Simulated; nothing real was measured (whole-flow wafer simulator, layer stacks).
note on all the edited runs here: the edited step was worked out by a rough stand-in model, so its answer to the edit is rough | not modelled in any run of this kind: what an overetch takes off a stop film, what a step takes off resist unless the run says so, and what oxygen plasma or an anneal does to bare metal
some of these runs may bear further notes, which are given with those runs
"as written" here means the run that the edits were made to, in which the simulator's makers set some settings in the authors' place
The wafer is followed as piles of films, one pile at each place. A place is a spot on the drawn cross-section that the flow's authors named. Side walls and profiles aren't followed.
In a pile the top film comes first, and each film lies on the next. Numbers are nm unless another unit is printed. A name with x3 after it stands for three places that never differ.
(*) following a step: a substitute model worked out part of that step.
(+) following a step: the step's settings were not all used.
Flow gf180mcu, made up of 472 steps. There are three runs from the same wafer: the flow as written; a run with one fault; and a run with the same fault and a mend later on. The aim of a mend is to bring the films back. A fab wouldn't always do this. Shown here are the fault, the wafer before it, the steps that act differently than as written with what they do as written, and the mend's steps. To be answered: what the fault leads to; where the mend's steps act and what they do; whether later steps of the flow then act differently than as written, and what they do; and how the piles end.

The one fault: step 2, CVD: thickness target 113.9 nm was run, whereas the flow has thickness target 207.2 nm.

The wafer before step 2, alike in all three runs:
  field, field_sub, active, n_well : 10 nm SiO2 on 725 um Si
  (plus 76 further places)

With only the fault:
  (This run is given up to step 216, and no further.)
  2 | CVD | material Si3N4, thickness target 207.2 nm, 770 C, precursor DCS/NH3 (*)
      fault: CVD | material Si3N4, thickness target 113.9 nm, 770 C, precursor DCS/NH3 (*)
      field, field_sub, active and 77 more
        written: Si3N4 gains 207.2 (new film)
        fault: Si3N4 gains 113.9 (new film)
  Later steps of the flow acting differently than as written (8 other steps are not shown; they differ only slightly, by no more than 2% or 0.5 nm, whichever is larger):
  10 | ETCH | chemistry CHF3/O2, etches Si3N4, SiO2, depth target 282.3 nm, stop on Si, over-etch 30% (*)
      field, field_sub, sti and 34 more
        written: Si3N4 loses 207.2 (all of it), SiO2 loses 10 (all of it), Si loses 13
        fault: Si3N4 loses 113.9 (all of it), SiO2 loses 10 (all of it), Si loses 31.7
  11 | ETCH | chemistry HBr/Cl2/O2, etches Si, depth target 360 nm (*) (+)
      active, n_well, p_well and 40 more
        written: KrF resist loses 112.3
        fault: KrF resist loses 106.1
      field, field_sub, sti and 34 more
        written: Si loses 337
        fault: Si loses 318.3
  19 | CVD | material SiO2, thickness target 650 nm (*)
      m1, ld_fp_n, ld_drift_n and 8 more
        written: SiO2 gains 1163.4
        fault: SiO2 gains 1070.2
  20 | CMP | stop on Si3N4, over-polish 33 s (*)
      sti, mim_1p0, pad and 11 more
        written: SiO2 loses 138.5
        fault: SiO2 loses 231.7
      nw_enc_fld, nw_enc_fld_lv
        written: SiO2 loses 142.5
        fault: SiO2 loses 235.7
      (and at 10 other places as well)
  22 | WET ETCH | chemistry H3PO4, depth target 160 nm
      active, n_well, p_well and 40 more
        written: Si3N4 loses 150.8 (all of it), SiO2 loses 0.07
        fault: Si3N4 loses 57.5 (all of it), SiO2 loses 0.8
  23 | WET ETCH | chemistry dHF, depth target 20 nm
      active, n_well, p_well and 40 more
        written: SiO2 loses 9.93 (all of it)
        fault: SiO2 loses 9.2 (all of it)
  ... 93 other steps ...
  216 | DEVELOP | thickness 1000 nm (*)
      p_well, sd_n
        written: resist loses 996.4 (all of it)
        fault: resist loses 906 (all of it)
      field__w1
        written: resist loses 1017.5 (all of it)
        fault: resist loses 1062.1 (all of it)
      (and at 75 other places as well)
  Once step 216 is done, the piles at field, field__w1, field__w2 and 68 more depart from the flow's by more than 2% or 0.5 nm, whichever is larger.
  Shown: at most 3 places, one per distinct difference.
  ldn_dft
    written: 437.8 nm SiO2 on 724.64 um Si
    fault: 50 nm SiO2 on 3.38 nm Si3N4 on 298.5 nm SiO2 on 724.63 um Si
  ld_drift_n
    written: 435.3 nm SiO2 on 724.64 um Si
    fault: 20 nm SiO2 on 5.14 nm Si3N4 on 296.8 nm SiO2 on 724.63 um Si
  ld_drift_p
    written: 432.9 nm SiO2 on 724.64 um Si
    fault: 20 nm SiO2 on 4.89 nm Si3N4 on 297 nm SiO2 on 724.63 um Si

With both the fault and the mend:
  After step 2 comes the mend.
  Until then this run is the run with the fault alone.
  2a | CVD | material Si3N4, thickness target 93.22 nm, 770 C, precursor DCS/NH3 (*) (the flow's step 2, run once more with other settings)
      field, field_sub, active and 77 more
        Si3N4 gains 93.2
  Later steps of the flow that are run all act as written at every place that is followed.
  At every place that both follow, the piles at the end match the flow's.
